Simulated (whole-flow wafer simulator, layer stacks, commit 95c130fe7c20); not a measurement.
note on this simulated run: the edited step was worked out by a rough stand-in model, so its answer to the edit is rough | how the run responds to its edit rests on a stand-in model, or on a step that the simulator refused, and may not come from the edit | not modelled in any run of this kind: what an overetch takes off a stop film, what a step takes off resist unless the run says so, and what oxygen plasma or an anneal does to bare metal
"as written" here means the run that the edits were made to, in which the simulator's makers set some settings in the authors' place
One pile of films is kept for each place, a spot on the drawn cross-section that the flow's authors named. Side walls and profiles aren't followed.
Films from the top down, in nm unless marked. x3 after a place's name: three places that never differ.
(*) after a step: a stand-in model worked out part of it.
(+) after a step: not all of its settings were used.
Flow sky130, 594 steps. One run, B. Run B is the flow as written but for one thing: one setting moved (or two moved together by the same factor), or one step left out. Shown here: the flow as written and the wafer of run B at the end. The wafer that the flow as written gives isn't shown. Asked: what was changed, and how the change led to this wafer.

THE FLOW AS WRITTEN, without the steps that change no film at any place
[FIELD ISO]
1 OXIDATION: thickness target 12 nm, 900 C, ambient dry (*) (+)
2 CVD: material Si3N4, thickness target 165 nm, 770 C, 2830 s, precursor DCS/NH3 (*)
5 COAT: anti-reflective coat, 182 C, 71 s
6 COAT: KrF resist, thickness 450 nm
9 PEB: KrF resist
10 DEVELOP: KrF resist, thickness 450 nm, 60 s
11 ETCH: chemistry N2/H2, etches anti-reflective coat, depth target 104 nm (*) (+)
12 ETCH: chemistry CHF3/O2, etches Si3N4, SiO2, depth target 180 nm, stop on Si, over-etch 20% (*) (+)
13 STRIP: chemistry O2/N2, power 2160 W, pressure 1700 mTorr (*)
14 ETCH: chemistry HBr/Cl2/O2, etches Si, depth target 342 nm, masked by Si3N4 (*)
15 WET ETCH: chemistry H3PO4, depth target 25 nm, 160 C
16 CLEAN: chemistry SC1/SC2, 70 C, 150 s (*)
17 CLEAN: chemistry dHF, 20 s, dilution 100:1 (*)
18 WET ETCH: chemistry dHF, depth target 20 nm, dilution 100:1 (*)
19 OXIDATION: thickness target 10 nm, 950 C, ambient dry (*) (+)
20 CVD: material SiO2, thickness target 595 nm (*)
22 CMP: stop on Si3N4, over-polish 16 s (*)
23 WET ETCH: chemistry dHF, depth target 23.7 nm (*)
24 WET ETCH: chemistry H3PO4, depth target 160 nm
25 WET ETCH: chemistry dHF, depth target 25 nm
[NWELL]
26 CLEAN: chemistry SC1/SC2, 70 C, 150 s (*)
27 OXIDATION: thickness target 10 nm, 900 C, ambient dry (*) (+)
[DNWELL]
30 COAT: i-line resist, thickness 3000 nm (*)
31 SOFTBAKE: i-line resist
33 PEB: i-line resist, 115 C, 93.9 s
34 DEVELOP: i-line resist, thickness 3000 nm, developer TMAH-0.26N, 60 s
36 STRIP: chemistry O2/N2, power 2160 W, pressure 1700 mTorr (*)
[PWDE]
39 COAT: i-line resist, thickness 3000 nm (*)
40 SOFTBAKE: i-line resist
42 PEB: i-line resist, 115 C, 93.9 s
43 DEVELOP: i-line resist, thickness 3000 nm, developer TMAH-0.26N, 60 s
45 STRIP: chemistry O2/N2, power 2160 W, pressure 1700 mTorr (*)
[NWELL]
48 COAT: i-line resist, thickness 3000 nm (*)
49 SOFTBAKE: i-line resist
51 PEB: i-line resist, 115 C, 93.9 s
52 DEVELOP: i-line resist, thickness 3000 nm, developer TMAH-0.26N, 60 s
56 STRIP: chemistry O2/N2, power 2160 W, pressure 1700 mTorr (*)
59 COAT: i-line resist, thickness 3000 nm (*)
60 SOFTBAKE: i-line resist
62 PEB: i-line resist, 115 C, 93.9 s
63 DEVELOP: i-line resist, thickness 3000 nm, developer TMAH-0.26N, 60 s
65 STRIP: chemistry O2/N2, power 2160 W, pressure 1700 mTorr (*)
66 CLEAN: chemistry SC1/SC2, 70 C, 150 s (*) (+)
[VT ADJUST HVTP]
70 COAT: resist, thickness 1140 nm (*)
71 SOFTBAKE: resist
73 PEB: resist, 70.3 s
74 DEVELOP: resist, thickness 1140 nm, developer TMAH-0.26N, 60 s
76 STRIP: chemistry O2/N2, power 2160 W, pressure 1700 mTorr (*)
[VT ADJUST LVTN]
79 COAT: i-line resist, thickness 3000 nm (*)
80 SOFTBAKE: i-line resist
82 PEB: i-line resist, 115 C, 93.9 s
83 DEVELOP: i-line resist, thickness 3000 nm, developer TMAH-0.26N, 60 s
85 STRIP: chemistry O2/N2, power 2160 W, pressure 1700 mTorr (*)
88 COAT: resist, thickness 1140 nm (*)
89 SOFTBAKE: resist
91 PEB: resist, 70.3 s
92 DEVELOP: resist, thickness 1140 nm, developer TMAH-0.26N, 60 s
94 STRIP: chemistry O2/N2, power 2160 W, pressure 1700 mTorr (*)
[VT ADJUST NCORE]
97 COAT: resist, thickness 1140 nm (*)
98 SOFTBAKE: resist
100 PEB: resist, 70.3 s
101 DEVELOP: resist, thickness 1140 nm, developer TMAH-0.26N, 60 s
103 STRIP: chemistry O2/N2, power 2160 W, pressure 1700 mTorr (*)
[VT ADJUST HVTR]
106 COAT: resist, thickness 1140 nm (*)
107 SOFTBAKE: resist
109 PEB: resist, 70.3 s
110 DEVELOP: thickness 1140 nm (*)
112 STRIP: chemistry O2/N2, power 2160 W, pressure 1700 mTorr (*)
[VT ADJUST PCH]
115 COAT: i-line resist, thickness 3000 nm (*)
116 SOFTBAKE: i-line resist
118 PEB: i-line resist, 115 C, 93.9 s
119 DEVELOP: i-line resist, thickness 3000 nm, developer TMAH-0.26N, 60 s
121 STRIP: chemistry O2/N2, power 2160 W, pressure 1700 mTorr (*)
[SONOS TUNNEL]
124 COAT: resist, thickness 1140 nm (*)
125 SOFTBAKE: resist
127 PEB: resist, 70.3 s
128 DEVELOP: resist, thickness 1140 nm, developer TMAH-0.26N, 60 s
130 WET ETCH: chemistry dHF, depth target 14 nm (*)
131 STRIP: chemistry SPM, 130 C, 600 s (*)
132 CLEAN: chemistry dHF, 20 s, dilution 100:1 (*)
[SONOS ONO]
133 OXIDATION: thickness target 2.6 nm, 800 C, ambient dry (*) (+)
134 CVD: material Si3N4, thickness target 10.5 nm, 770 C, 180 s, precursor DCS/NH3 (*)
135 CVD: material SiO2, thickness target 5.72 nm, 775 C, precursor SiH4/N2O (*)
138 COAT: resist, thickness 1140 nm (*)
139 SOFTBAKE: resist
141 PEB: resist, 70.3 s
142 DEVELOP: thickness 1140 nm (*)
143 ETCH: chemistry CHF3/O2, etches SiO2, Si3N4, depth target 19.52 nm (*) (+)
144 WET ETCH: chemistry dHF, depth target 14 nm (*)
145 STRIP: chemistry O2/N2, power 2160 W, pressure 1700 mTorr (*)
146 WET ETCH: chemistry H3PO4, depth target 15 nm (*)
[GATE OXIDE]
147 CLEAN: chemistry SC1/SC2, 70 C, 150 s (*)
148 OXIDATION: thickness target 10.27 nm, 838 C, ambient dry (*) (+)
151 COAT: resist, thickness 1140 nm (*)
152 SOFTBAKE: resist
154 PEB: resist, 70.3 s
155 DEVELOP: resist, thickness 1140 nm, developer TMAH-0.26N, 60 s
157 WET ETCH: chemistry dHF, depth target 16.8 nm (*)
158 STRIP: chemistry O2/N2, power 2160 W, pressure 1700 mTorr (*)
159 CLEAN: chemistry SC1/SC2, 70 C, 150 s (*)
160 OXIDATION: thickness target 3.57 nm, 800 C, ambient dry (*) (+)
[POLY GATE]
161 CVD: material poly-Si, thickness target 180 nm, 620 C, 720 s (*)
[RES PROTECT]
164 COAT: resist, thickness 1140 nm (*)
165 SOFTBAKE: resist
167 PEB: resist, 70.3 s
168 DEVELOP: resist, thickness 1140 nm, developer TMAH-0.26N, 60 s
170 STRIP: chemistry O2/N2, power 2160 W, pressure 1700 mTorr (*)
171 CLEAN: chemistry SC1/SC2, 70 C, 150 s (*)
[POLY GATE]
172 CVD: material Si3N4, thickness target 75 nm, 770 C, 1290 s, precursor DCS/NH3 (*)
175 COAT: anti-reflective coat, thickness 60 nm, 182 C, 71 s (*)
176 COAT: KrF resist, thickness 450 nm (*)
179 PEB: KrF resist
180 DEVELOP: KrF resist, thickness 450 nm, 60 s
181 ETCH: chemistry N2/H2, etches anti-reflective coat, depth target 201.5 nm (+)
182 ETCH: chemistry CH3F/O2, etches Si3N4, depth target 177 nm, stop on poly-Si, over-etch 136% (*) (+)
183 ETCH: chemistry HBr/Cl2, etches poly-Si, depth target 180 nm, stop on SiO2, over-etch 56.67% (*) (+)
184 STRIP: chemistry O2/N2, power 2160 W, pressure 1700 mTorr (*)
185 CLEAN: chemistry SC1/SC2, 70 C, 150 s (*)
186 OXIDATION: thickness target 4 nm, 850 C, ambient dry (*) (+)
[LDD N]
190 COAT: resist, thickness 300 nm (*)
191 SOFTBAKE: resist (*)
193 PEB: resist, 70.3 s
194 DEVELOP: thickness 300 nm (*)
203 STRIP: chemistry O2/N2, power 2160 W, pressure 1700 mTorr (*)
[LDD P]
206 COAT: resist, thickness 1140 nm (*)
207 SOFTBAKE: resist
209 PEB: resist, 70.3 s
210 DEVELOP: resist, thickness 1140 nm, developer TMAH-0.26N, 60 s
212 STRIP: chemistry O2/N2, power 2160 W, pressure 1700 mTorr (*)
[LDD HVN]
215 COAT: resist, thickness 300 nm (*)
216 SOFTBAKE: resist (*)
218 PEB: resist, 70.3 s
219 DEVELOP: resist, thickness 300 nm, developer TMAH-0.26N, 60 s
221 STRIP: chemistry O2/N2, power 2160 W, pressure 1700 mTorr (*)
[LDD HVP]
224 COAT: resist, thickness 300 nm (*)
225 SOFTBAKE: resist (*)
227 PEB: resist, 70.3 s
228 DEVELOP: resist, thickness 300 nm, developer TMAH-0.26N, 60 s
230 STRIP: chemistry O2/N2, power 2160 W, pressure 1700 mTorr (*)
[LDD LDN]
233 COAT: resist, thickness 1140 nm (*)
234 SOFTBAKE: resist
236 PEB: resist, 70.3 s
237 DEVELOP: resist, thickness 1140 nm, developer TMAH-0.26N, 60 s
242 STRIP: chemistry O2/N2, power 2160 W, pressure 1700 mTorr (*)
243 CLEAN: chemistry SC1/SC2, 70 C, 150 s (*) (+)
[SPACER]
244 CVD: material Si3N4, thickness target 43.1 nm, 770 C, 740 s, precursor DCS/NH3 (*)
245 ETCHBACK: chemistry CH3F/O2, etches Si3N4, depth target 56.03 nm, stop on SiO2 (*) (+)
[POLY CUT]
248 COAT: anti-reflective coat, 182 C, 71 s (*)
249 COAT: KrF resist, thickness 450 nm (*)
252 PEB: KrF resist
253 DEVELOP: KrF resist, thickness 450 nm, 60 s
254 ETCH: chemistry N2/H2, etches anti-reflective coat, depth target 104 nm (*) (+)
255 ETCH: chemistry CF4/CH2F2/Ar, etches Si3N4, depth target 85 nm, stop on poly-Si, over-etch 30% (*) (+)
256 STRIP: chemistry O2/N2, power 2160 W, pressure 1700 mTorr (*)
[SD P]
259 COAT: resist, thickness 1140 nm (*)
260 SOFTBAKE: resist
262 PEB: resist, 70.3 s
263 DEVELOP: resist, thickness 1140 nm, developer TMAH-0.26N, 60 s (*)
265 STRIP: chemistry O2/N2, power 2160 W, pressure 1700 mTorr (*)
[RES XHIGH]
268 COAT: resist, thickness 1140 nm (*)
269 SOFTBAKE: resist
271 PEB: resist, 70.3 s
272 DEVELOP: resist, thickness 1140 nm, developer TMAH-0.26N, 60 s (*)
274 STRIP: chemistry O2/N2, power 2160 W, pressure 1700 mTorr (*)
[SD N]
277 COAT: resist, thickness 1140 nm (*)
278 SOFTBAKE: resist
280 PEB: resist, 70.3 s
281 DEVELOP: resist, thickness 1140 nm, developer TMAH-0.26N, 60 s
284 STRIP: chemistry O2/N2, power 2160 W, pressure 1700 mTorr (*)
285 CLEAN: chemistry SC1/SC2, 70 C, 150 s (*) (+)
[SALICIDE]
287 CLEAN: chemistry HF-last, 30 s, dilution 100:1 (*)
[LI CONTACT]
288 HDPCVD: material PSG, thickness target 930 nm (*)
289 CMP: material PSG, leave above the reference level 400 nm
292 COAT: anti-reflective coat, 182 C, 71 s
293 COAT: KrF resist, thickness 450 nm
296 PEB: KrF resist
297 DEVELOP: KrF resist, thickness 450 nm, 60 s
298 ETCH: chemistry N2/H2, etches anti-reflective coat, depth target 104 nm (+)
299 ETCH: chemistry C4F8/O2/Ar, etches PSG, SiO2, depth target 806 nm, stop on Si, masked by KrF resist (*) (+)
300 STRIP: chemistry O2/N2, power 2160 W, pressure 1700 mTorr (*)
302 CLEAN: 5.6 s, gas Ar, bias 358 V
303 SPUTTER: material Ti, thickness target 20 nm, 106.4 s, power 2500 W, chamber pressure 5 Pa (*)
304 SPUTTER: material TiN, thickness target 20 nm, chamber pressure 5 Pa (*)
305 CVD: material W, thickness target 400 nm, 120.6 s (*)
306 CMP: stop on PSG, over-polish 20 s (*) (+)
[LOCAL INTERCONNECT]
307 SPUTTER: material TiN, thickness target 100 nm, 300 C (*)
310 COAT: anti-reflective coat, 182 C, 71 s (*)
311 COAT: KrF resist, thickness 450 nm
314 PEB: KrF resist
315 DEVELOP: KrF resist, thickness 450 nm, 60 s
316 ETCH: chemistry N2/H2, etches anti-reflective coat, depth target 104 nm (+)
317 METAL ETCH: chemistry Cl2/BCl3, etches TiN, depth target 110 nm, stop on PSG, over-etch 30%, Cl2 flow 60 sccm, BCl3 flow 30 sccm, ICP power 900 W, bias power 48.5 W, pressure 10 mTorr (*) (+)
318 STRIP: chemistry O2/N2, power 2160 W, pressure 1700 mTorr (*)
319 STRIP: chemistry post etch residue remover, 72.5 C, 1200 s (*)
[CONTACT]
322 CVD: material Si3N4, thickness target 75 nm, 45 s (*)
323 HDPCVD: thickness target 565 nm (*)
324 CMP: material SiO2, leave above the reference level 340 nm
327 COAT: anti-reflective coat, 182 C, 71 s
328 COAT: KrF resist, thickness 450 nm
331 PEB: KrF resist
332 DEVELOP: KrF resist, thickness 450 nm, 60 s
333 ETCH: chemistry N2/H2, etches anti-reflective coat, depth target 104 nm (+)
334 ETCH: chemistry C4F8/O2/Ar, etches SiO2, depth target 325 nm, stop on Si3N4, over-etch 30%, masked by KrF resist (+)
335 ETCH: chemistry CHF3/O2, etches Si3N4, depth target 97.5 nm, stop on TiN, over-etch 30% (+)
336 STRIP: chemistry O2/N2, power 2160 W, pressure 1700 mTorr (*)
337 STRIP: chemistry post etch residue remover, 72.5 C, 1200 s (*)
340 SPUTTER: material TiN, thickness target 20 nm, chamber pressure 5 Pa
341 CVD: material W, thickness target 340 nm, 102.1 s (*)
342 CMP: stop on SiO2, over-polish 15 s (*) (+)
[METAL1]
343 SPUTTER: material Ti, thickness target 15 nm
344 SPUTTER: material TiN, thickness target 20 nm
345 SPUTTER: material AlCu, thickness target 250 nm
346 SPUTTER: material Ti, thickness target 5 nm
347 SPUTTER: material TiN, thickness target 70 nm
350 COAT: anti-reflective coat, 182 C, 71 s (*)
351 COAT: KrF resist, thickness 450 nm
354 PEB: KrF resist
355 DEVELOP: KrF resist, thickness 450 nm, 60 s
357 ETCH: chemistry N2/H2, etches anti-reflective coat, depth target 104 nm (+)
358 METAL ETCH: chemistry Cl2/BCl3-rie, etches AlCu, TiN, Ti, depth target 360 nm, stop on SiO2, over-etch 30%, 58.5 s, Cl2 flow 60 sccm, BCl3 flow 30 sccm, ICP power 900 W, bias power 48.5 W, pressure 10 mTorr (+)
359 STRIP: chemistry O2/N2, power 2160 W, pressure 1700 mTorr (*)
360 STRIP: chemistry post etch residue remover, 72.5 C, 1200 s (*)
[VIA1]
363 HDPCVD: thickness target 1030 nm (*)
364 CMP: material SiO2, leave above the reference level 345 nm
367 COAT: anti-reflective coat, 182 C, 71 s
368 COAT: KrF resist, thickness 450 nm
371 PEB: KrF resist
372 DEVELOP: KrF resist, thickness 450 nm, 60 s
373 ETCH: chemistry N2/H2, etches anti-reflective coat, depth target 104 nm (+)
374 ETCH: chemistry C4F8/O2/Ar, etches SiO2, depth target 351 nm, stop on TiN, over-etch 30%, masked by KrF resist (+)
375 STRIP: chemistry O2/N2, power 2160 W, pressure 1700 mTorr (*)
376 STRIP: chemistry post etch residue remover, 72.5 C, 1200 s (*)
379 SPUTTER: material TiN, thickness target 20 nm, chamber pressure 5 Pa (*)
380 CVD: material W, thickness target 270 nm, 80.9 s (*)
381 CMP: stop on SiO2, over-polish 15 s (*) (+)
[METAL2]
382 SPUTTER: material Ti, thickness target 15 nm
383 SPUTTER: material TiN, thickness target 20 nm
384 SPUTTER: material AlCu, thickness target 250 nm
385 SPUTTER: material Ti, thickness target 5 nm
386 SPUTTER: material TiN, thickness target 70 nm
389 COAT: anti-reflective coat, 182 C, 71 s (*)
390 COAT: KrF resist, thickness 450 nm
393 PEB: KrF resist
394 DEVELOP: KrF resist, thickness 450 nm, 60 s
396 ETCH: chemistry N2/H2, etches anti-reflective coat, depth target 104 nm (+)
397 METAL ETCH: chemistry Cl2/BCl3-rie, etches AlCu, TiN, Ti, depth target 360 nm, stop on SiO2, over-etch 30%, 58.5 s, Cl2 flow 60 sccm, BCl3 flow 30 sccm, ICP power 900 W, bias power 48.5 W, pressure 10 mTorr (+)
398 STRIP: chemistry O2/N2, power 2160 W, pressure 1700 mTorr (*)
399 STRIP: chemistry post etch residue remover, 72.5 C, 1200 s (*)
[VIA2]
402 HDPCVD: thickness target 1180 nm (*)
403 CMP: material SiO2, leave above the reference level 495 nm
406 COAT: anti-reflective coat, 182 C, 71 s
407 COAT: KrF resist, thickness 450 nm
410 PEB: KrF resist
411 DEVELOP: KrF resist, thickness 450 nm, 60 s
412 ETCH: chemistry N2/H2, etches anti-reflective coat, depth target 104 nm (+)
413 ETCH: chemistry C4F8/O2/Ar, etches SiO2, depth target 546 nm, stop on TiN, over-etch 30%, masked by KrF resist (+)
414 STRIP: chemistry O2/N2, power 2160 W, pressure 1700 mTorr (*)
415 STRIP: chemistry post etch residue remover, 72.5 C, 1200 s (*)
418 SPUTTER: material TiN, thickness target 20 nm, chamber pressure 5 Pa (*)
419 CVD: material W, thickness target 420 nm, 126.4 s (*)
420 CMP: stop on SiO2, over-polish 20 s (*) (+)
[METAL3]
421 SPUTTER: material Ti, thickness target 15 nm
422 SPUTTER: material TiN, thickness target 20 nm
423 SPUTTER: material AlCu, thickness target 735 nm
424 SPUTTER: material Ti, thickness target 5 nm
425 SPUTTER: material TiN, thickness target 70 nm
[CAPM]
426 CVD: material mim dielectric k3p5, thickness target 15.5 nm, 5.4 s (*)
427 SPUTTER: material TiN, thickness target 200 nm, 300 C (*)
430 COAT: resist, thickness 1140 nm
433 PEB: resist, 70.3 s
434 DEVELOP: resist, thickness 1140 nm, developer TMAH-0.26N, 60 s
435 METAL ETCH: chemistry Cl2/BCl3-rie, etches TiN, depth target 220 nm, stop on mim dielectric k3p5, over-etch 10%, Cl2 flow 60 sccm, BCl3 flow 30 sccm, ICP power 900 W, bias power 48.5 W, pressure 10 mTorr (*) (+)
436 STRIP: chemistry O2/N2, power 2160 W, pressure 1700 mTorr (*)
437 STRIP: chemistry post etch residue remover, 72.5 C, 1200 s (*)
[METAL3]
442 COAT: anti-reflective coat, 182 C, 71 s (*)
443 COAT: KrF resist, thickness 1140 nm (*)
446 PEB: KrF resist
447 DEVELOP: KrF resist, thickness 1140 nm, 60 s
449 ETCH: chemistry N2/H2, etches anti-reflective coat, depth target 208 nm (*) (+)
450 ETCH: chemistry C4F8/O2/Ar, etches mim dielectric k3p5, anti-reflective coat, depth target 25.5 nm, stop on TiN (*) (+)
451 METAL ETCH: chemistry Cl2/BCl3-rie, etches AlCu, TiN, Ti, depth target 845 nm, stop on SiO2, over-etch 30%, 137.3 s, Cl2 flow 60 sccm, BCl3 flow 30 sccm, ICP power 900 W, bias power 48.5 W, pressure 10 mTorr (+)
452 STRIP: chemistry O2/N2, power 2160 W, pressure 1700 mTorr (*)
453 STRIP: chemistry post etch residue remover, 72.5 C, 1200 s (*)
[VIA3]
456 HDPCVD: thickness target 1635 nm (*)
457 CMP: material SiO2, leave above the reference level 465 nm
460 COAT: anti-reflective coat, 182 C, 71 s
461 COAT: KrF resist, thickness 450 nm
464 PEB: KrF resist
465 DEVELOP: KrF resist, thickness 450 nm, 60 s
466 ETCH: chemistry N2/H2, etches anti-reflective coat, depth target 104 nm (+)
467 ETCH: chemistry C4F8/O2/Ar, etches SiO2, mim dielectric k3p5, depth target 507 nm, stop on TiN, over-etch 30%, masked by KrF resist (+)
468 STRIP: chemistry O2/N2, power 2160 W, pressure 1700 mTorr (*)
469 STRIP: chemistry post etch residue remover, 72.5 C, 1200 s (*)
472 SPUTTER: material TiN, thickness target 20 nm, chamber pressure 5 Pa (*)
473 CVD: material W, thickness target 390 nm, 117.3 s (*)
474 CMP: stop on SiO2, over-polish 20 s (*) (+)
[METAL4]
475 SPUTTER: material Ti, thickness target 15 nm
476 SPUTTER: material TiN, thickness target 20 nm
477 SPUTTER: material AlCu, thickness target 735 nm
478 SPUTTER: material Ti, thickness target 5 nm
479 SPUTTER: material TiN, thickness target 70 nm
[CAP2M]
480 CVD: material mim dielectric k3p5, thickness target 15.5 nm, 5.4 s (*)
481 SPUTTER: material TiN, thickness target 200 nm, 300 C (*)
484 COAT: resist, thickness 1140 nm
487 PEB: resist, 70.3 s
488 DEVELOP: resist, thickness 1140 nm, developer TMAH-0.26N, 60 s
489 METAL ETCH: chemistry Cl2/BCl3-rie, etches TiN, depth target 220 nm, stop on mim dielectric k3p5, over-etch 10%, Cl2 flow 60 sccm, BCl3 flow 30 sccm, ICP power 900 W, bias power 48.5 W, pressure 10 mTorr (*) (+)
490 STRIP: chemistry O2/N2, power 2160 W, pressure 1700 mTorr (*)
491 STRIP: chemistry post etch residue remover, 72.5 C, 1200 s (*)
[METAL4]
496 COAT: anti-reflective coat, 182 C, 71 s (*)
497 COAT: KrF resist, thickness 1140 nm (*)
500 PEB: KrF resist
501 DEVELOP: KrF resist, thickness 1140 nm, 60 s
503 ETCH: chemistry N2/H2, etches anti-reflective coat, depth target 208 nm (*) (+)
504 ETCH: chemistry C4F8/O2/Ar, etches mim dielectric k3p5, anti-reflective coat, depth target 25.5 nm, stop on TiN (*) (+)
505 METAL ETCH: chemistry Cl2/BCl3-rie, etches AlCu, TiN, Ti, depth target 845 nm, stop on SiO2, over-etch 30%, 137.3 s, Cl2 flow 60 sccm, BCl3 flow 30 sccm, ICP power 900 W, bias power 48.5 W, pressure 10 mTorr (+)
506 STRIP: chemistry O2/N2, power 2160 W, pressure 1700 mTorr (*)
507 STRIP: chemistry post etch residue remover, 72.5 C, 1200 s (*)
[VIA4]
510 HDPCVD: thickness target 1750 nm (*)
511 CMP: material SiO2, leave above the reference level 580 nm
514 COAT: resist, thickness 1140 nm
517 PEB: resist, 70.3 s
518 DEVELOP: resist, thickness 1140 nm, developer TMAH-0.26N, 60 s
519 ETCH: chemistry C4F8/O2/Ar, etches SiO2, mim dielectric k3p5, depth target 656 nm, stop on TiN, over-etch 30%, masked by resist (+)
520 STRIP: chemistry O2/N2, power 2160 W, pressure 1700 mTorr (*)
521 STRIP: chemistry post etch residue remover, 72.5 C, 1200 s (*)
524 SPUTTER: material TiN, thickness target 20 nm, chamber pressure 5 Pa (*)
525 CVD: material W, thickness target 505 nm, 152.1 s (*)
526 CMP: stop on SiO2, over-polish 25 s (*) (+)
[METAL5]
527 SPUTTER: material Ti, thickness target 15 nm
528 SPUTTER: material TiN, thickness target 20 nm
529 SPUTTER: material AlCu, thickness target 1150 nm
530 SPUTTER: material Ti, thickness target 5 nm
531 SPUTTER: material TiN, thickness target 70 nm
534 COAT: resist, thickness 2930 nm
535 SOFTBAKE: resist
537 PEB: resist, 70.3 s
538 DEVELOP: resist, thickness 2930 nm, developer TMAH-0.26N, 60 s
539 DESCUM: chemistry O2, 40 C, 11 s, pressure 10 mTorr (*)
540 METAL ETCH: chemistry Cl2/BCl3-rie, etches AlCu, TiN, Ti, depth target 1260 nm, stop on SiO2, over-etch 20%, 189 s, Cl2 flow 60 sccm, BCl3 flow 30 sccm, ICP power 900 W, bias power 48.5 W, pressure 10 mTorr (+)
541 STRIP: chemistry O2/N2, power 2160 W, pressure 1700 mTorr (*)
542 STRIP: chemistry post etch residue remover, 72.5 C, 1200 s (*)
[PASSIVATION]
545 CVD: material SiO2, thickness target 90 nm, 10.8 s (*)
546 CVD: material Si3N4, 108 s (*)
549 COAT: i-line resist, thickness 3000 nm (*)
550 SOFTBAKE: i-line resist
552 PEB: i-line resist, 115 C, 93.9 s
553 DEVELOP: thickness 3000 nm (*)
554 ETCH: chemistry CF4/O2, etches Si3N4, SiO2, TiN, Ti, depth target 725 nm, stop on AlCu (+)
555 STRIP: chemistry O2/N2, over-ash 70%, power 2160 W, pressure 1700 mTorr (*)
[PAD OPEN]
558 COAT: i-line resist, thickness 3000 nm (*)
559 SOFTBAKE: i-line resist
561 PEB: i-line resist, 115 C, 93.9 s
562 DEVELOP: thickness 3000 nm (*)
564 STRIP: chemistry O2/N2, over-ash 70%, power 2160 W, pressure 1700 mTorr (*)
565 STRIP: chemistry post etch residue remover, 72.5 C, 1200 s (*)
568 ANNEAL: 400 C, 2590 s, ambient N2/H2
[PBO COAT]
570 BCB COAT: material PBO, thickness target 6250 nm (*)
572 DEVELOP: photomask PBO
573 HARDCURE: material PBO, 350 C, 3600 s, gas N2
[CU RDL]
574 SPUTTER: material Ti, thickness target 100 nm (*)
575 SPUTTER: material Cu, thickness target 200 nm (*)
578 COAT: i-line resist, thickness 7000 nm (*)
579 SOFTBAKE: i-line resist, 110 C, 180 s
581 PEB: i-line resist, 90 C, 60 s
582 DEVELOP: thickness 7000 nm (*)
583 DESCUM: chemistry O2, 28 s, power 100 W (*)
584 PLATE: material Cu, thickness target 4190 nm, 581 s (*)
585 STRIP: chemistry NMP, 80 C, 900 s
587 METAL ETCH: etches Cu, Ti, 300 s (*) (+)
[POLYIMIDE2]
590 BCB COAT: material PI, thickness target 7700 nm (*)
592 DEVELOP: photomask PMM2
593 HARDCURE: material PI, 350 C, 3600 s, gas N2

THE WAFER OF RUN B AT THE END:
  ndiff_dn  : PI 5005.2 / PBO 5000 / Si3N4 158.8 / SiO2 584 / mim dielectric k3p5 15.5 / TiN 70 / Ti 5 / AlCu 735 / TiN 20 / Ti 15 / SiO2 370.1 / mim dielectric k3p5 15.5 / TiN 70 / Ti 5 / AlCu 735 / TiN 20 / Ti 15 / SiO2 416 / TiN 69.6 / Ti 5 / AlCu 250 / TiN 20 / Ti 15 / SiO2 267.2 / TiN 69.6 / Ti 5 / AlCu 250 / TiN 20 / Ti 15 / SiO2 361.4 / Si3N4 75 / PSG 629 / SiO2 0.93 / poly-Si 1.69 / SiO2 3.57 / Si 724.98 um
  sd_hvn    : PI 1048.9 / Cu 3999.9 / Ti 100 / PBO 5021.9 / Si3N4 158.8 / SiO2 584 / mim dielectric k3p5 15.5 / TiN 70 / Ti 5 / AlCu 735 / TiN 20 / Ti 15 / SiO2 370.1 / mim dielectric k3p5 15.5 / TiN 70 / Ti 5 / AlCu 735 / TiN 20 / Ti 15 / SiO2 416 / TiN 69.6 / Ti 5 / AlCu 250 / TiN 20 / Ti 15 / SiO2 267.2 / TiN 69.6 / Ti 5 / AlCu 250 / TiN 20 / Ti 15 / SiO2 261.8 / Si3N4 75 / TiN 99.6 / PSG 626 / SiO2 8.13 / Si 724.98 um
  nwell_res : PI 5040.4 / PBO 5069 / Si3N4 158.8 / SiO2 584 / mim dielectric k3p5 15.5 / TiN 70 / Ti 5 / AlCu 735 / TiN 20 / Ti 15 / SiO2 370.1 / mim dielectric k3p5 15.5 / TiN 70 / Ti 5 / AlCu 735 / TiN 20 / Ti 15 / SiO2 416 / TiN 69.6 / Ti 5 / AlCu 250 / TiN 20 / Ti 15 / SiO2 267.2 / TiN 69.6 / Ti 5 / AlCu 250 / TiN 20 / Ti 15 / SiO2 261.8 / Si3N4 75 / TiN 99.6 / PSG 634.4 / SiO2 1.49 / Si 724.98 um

The cause: step 183, ETCH: depth target 135 nm was run, where the flow has depth target 180 nm.

How the change led to this, step by step:
  183 ETCH: chemistry HBr/Cl2, etches poly-Si, depth target 180 nm, stop on SiO2, over-etch 56.67% (*) (+)
      ndiff_dn: poly-Si -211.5 (as written it would be: poly-Si -215.2 (all of it), SiO2 -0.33)
      n_well, gate, gate_hv and 74 more: KrF resist -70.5 (as written it would be: KrF resist -94)
  184 STRIP: chemistry O2/N2, power 2160 W, pressure 1700 mTorr (*)
      ndiff_dn: chemical SiO2 +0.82 (new film), poly-Si -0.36 (as written it would be: nothing)
      dice_street, grade_field_poly: KrF resist -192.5 (all of it), anti-reflective coat -60 (all of it) (as written it would be: KrF resist -169 (all of it), anti-reflective coat -60 (all of it))
      (and at 75 more places)
  186 OXIDATION: thickness target 4 nm, 850 C, ambient dry (*) (+)
      ndiff_dn: SiO2 +4 (new film), chemical SiO2 -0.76 (all of it), poly-Si -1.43 (as written it would be: SiO2 +1.52, Si -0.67)
  248 COAT: anti-reflective coat, 182 C, 71 s (*)
      ndiff_dn: anti-reflective coat +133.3 (new film) (as written it would be: anti-reflective coat +136.3 (new film))
      iso_guard_nsd: anti-reflective coat +61 (new film) (as written it would be: anti-reflective coat +58.4 (new film))
  256 STRIP: chemistry O2/N2, power 2160 W, pressure 1700 mTorr (*)
      ndiff_dn: KrF resist -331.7 (all of it), anti-reflective coat -133.3 (all of it) (as written it would be: KrF resist -331.5 (all of it), anti-reflective coat -136.3 (all of it))
      iso_guard_nsd: KrF resist -361.5 (all of it), anti-reflective coat -61 (all of it) (as written it would be: KrF resist -361.7 (all of it), anti-reflective coat -58.4 (all of it))
